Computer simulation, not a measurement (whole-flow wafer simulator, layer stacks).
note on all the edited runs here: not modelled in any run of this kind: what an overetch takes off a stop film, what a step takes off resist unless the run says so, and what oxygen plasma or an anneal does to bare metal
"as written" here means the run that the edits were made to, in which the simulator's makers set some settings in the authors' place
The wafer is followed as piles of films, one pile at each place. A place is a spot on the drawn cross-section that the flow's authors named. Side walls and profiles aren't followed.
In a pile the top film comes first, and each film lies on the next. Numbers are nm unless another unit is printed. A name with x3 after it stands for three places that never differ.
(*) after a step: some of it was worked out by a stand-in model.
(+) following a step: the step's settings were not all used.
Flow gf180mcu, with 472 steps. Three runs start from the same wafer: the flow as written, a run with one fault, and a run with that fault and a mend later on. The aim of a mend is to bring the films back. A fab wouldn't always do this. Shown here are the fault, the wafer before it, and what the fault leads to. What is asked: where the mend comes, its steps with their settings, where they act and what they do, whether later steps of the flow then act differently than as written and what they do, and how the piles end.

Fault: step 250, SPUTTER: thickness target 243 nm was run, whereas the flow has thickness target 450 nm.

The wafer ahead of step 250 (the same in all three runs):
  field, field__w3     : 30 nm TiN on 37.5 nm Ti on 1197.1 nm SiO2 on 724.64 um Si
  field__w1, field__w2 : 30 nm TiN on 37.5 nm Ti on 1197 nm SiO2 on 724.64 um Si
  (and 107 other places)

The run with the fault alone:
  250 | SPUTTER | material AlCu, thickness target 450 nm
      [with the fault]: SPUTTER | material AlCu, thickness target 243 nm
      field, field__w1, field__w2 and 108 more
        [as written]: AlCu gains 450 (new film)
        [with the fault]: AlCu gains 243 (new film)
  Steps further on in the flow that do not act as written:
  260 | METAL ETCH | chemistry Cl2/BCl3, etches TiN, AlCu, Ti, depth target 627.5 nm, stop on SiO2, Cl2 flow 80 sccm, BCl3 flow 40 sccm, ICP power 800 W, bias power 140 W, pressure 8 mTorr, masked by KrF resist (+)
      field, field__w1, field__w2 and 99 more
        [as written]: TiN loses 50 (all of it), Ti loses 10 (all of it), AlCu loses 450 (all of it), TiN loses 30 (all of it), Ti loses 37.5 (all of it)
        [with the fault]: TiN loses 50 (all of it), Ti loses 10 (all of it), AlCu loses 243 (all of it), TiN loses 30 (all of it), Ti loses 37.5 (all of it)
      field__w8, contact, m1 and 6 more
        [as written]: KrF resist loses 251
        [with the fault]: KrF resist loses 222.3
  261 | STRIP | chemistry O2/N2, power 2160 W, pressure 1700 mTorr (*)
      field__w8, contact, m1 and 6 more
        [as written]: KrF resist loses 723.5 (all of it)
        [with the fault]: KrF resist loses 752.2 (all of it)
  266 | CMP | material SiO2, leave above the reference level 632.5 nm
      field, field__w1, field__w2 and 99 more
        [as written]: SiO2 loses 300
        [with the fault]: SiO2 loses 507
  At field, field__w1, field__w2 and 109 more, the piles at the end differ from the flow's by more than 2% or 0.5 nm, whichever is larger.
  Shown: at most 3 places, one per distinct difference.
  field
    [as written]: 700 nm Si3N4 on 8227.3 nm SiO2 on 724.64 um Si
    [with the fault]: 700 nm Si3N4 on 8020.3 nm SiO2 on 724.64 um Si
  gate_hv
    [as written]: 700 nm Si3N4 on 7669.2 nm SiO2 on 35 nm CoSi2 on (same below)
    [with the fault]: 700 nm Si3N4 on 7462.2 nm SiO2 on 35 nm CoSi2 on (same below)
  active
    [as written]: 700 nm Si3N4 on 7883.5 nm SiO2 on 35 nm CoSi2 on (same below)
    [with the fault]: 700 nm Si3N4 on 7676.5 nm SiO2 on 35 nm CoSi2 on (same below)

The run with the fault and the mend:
  The mend follows step 250.
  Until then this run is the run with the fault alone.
  250a | SPUTTER | material AlCu, thickness target 207 nm (the flow's step 250, run once more with other settings)
      field, field__w1, field__w2 and 108 more
        AlCu gains 207
  Later steps of the flow that are run all act as written at every place that is followed.
  By the end, the piles equal the flow's at every place that both follow.
